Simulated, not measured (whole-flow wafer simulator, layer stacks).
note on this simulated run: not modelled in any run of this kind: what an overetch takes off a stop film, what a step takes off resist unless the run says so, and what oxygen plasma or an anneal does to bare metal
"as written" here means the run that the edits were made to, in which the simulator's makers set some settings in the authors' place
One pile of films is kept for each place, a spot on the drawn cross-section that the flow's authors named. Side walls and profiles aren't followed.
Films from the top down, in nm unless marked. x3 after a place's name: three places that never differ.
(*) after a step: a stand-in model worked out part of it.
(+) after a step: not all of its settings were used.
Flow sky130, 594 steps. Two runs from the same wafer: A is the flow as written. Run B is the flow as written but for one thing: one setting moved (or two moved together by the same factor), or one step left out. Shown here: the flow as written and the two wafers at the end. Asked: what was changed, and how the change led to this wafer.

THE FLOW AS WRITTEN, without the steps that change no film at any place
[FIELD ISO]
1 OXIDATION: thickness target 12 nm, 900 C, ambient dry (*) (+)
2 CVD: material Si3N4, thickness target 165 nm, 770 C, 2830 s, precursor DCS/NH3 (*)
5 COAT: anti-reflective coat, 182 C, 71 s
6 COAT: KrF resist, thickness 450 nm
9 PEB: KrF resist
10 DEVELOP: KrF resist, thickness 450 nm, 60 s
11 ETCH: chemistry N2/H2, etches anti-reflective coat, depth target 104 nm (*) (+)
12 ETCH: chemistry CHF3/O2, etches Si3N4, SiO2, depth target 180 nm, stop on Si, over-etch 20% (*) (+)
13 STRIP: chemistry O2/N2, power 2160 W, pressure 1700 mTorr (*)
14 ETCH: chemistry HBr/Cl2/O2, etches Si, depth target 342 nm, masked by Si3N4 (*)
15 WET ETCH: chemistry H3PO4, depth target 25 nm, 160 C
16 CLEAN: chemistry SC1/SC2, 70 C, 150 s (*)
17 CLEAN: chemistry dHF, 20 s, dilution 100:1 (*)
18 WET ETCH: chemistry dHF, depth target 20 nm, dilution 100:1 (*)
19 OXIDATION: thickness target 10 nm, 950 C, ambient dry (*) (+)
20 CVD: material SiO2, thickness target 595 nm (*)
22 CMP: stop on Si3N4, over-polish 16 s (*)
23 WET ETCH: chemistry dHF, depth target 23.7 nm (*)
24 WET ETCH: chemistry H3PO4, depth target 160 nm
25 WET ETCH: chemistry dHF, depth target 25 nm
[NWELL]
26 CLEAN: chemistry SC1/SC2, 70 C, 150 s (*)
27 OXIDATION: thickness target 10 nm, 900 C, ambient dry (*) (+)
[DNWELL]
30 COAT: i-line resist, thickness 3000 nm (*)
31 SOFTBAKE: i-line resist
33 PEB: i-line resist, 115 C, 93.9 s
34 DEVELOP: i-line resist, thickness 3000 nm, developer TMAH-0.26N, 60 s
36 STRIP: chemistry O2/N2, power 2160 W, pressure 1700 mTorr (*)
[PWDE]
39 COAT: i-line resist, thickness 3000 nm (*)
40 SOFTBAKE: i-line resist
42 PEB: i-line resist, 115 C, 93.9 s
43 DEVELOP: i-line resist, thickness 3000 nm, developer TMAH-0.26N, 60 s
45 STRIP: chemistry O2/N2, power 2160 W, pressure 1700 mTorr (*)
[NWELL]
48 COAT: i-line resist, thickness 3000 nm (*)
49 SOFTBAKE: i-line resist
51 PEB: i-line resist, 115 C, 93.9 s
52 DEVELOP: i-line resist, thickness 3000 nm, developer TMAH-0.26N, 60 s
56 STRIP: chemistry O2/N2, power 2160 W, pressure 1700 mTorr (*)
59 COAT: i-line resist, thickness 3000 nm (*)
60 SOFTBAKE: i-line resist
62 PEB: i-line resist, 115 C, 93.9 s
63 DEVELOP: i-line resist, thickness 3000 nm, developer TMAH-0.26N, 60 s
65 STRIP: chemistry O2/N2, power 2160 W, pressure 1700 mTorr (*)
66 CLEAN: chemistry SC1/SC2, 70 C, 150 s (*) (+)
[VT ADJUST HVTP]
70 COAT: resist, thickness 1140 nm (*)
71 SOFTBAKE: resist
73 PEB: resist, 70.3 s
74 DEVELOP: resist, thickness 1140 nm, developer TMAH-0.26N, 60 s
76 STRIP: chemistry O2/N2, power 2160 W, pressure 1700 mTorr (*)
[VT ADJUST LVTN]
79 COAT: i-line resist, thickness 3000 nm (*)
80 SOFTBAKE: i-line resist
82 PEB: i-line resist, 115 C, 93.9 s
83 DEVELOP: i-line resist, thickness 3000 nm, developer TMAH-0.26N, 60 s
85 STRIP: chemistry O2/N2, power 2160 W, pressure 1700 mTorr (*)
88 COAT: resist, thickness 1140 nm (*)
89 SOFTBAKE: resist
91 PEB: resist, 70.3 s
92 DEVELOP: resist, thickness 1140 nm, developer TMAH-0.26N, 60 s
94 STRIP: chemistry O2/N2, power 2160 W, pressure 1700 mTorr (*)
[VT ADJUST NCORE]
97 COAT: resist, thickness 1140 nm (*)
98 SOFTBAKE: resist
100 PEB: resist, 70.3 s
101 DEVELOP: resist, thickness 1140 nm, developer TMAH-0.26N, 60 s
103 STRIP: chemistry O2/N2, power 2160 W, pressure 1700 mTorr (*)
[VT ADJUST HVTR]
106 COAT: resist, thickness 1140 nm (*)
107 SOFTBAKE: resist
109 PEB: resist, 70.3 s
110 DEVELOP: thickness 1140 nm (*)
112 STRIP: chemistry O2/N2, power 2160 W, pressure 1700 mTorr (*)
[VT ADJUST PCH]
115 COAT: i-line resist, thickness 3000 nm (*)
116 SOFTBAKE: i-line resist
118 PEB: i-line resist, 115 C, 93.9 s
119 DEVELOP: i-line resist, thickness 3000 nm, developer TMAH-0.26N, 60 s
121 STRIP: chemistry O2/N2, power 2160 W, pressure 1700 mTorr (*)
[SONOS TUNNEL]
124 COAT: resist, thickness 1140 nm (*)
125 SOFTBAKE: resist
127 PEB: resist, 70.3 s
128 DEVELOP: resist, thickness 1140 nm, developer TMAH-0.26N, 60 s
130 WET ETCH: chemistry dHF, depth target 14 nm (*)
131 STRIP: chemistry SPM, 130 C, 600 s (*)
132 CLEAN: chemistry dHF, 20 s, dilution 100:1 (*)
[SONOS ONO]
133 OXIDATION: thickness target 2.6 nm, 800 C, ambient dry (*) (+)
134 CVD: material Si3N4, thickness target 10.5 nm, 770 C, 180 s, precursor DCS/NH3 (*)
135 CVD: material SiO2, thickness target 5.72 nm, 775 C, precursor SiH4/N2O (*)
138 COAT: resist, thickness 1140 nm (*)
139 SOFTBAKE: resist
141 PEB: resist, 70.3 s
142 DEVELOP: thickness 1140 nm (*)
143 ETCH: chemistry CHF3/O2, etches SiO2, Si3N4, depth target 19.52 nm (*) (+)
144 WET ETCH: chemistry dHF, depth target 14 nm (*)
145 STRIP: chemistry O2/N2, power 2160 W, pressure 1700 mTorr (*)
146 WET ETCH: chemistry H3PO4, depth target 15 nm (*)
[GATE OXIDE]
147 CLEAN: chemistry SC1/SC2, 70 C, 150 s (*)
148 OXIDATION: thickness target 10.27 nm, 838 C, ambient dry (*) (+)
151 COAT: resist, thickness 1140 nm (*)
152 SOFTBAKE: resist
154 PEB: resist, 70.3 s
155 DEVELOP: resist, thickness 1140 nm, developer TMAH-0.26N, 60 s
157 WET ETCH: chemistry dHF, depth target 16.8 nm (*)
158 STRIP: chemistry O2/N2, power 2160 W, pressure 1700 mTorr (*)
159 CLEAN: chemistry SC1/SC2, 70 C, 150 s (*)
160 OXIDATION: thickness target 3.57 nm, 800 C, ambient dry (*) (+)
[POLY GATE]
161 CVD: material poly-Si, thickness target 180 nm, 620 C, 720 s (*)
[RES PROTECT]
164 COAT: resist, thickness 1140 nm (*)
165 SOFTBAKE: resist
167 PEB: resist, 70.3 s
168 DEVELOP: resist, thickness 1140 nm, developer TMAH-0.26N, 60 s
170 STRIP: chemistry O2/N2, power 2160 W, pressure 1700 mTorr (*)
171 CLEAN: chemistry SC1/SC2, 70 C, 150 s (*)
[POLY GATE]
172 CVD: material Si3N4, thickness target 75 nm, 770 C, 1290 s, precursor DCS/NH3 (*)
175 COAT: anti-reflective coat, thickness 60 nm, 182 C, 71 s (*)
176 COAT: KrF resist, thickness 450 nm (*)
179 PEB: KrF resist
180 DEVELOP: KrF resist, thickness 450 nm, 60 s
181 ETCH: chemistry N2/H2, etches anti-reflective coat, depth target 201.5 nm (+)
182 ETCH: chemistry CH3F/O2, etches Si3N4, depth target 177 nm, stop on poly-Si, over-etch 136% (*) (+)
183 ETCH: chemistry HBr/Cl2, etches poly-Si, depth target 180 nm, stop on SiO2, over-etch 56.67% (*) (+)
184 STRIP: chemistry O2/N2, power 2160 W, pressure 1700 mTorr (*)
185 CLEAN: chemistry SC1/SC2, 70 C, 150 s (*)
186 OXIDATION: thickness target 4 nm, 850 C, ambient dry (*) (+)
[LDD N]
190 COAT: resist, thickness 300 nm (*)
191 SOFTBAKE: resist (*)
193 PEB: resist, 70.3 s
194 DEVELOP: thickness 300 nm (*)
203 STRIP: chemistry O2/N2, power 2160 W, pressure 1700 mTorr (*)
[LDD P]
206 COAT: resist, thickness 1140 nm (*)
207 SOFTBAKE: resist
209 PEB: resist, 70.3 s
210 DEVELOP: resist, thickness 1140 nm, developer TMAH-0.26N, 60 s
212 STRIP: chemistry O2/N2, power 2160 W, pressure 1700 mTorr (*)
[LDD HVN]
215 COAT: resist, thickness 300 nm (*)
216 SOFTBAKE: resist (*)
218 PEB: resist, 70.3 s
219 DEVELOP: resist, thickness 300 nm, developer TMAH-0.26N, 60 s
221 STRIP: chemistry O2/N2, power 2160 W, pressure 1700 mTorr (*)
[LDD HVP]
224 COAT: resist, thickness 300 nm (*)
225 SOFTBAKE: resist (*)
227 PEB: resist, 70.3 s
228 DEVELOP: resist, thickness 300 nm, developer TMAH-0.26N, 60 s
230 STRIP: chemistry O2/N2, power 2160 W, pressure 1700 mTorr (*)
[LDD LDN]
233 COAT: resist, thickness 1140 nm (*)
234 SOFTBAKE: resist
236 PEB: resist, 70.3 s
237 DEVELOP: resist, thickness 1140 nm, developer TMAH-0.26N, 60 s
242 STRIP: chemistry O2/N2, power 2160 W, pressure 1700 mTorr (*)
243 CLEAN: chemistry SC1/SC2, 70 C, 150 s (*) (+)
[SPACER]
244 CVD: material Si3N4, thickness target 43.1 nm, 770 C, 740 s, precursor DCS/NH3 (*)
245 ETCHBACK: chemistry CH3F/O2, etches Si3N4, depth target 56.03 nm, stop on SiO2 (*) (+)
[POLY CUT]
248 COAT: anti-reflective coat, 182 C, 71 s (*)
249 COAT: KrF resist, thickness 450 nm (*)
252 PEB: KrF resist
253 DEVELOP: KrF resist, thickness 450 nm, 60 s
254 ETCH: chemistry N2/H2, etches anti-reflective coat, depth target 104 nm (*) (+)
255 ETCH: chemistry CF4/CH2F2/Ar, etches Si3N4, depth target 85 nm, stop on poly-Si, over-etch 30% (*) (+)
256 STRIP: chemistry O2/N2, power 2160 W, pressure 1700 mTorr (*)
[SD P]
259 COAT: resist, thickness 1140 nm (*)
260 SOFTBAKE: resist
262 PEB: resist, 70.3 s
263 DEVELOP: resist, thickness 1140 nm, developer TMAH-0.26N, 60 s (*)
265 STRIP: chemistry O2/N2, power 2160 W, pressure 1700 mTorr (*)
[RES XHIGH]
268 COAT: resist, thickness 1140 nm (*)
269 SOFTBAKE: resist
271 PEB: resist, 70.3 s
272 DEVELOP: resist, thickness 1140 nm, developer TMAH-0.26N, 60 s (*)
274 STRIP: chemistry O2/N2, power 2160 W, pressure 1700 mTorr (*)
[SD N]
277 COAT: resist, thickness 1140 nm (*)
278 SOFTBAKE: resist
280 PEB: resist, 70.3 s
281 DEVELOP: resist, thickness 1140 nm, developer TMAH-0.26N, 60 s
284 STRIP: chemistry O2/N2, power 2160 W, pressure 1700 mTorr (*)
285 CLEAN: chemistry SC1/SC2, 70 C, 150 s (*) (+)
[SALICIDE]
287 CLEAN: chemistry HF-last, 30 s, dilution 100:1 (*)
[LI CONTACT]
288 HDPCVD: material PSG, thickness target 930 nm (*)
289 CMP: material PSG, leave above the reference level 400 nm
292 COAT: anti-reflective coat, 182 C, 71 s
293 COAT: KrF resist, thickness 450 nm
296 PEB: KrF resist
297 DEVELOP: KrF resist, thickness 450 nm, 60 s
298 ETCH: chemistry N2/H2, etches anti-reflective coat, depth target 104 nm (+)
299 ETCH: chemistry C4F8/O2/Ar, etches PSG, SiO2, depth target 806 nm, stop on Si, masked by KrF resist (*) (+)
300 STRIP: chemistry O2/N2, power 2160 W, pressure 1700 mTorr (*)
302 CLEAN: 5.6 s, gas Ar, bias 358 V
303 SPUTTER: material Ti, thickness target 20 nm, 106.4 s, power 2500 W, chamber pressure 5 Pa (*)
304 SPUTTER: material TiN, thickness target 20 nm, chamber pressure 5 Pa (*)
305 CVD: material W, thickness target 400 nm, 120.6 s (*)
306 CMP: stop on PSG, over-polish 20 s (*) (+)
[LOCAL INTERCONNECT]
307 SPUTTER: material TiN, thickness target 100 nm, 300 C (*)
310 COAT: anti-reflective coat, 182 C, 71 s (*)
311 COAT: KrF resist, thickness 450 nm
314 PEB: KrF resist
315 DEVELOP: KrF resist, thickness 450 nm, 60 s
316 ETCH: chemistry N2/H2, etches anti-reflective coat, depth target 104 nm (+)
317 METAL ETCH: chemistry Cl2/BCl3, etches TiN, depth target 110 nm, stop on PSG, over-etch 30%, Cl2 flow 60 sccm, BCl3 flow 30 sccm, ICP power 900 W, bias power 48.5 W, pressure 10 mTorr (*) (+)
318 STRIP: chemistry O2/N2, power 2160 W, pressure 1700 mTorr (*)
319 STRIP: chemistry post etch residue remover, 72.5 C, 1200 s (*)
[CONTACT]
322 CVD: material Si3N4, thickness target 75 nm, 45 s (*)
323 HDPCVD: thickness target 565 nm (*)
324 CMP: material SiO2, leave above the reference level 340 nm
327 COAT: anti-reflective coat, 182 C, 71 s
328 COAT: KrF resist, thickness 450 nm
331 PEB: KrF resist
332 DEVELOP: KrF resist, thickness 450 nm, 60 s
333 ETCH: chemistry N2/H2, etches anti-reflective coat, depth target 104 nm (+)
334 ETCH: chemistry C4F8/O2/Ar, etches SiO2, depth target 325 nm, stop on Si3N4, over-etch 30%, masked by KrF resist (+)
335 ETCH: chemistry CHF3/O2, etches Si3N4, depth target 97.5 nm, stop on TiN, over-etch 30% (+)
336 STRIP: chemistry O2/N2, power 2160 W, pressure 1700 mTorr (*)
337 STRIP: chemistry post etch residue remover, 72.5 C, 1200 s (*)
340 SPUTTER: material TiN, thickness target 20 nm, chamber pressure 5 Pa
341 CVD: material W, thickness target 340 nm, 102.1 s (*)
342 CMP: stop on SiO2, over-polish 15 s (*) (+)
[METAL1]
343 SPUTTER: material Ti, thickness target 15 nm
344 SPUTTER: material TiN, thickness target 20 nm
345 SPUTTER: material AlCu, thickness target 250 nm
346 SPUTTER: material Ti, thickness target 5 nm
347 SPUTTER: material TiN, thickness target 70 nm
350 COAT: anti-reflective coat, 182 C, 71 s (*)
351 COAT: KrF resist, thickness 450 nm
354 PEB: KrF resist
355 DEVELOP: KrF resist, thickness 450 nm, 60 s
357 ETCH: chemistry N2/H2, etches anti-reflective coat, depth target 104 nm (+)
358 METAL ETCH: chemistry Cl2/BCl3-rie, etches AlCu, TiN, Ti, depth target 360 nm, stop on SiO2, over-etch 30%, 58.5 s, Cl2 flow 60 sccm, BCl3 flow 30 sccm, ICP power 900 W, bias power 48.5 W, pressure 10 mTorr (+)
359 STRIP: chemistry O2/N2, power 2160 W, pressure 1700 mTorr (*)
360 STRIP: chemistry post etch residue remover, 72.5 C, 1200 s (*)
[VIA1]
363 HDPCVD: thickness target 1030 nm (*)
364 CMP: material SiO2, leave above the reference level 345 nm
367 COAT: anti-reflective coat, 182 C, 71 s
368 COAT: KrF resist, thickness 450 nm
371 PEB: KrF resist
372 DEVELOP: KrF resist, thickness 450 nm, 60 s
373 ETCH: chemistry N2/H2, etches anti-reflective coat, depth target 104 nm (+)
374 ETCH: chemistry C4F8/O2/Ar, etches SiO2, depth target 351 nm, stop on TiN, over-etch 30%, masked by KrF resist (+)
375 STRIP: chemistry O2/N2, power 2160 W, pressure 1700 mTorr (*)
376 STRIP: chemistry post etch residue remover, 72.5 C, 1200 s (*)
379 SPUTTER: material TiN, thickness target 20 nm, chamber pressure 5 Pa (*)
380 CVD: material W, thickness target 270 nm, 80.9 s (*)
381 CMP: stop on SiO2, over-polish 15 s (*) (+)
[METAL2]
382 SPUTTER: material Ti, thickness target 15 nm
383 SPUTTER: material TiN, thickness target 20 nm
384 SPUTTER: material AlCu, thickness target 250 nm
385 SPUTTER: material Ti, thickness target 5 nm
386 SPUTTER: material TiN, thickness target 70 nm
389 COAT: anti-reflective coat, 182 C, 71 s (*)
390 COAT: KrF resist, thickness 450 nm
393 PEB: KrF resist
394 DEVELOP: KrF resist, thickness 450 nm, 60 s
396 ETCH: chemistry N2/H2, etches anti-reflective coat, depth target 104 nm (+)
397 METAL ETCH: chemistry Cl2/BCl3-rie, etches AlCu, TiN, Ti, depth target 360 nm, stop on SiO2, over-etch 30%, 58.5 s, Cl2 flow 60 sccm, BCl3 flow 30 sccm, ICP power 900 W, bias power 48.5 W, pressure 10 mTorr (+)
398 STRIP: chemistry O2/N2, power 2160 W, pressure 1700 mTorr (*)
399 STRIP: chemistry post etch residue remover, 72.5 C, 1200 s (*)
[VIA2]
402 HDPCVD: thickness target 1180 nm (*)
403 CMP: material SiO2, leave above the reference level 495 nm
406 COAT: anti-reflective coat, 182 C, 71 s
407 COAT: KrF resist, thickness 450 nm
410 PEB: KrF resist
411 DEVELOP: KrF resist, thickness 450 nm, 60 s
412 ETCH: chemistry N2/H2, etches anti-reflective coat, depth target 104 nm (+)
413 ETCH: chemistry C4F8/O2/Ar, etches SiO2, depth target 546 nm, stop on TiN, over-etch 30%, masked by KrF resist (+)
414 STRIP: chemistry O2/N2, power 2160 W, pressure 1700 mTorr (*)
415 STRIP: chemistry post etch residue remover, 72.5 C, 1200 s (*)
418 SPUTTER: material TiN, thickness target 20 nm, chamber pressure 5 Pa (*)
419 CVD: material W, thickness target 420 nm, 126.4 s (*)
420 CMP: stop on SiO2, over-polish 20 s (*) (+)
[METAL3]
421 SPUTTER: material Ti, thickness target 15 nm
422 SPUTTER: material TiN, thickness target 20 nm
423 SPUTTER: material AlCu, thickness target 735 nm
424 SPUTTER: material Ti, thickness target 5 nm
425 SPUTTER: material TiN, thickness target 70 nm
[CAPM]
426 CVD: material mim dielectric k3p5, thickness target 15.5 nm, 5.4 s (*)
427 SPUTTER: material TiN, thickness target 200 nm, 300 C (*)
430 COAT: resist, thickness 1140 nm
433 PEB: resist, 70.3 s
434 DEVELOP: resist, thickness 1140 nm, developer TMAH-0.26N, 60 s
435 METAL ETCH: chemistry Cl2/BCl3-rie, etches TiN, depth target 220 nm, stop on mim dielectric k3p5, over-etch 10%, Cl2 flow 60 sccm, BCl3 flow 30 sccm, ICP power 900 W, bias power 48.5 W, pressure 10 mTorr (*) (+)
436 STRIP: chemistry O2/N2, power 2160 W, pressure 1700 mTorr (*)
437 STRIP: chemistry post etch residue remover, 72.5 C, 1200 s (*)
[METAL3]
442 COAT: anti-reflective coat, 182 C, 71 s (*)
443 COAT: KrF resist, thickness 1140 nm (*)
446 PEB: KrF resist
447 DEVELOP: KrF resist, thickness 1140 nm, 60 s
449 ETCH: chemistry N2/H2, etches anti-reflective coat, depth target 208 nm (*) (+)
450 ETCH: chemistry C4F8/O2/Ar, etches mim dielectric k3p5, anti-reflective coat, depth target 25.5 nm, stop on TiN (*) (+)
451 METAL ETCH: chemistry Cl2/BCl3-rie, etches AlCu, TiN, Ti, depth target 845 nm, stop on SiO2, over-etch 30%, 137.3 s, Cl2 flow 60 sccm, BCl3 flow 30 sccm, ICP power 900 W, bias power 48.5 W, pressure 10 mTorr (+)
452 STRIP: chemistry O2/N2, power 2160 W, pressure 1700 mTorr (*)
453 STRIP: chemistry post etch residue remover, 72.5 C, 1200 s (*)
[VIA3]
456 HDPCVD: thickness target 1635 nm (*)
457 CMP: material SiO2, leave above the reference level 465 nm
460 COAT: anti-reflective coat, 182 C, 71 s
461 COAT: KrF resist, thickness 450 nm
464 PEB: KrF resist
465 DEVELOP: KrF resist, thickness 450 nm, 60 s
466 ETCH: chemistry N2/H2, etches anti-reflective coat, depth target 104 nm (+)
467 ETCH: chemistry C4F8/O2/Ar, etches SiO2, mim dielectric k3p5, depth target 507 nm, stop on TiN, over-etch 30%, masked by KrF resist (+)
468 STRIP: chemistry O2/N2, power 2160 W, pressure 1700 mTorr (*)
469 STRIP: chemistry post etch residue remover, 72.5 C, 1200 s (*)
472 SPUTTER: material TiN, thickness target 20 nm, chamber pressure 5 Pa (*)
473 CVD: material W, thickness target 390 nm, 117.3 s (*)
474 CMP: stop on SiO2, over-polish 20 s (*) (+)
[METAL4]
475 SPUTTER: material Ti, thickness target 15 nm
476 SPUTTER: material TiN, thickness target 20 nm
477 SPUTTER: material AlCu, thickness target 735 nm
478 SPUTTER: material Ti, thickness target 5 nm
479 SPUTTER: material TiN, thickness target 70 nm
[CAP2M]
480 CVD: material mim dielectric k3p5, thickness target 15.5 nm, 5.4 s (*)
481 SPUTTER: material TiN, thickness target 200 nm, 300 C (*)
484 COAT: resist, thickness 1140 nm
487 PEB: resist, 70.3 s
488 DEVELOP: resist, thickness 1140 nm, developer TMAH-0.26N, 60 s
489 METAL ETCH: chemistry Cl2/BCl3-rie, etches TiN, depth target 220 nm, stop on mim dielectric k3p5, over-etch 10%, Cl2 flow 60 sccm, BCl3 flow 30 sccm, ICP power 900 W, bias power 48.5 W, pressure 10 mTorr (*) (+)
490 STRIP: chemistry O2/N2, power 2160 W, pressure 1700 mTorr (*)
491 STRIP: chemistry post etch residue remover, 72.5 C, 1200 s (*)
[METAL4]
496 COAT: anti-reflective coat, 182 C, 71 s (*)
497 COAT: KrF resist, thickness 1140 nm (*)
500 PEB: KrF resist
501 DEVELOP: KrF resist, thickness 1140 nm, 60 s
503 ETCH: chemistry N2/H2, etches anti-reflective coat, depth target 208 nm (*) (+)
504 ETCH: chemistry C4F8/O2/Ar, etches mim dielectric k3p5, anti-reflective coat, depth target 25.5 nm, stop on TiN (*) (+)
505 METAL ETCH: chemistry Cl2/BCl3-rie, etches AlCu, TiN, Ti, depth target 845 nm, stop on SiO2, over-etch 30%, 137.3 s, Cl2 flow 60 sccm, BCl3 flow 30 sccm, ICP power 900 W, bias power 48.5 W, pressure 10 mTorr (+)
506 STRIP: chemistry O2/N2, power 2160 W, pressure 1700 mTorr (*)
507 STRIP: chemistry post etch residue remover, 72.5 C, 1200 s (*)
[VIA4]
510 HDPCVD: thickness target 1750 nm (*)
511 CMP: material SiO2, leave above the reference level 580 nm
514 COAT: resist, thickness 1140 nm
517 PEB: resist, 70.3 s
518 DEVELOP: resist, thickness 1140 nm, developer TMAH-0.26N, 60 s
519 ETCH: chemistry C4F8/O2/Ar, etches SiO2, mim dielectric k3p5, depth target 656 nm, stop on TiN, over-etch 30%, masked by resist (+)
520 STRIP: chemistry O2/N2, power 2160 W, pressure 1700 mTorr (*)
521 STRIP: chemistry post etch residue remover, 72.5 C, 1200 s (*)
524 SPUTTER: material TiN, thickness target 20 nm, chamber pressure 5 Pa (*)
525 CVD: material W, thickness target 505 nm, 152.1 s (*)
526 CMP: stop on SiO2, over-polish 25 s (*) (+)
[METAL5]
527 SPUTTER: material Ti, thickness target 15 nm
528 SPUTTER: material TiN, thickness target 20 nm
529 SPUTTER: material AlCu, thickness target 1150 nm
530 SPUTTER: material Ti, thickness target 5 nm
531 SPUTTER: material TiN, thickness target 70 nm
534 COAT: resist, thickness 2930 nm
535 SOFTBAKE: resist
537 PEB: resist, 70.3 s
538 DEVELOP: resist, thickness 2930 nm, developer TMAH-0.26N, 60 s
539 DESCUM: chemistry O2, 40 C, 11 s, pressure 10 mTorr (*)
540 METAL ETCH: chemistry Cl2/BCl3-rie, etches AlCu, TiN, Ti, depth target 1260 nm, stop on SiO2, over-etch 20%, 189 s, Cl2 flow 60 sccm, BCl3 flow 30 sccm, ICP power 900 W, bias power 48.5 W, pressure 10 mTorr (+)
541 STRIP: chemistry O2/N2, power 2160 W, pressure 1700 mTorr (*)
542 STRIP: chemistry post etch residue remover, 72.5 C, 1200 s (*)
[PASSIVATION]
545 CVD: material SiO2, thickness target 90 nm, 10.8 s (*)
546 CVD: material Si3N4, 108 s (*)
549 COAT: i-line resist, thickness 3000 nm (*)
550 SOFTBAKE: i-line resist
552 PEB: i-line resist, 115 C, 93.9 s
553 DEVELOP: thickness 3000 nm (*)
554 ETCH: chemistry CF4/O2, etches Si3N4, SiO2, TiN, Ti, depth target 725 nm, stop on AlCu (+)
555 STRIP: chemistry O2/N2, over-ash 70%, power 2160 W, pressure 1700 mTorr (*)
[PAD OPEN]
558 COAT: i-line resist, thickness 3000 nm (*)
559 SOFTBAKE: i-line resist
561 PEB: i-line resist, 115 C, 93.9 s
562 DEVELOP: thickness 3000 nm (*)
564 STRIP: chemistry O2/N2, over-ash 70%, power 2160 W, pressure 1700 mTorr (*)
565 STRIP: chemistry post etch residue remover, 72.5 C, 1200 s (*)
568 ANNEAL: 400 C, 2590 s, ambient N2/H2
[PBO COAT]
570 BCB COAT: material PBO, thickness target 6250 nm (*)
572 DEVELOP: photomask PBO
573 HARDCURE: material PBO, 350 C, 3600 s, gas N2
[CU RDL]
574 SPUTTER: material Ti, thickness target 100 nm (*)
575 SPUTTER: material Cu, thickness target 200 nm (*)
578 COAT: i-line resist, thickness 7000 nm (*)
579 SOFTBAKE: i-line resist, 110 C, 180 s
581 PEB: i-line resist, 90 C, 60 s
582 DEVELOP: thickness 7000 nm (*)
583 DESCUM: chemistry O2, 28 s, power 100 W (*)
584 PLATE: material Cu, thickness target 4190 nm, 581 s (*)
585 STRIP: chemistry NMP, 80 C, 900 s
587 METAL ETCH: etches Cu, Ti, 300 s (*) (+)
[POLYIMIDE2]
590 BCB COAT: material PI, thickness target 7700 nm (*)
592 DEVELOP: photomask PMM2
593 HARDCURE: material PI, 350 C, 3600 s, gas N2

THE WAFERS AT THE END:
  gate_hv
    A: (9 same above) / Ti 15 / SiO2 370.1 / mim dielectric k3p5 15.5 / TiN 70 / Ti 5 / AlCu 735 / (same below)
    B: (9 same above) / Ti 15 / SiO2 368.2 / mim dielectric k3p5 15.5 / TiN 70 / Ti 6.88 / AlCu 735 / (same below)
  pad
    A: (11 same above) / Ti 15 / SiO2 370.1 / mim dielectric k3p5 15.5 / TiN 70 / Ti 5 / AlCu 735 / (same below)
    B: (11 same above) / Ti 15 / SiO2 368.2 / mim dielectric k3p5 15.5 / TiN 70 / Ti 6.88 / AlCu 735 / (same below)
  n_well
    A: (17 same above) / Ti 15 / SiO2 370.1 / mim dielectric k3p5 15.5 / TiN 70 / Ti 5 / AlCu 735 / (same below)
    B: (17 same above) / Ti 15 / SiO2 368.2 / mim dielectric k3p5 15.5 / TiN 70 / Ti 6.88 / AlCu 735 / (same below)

The cause: step 424, SPUTTER: thickness target 6.88 nm was run, where the flow has thickness target 5 nm.
It can be read off the wafer: gate_hv has Ti 6.88, and step 424 as written asks for 5 nm.

How the change led to this, step by step:
  424 SPUTTER: material Ti, thickness target 5 nm
      field, active, n_well and 188 more: A Ti +5 (new film) | B Ti +6.88 (new film)
  451 METAL ETCH: chemistry Cl2/BCl3-rie, etches AlCu, TiN, Ti, depth target 845 nm, stop on SiO2, over-etch 30%, 137.3 s, Cl2 flow 60 sccm, BCl3 flow 30 sccm, ICP power 900 W, bias power 48.5 W, pressure 10 mTorr (+)
      field, gate, spacer and 68 more: A TiN -70 (all of it), Ti -5 (all of it), AlCu -735 (all of it), TiN -20 (all of it), Ti -15 (all of it), SiO2 -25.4 | B TiN -70 (all of it), Ti -6.88 (all of it), AlCu -735 (all of it), TiN -20 (all of it), Ti -15 (all of it), SiO2 -25.2
      active, vpp_ln, vpp_iso2 and 11 more: A TiN -70 (all of it), Ti -5 (all of it), AlCu -735 (all of it), TiN -20 (all of it), Ti -15 (all of it), SiO2 -25.3 | B TiN -70 (all of it), Ti -6.88 (all of it), AlCu -735 (all of it), TiN -20 (all of it), Ti -15 (all of it), SiO2 -25.2
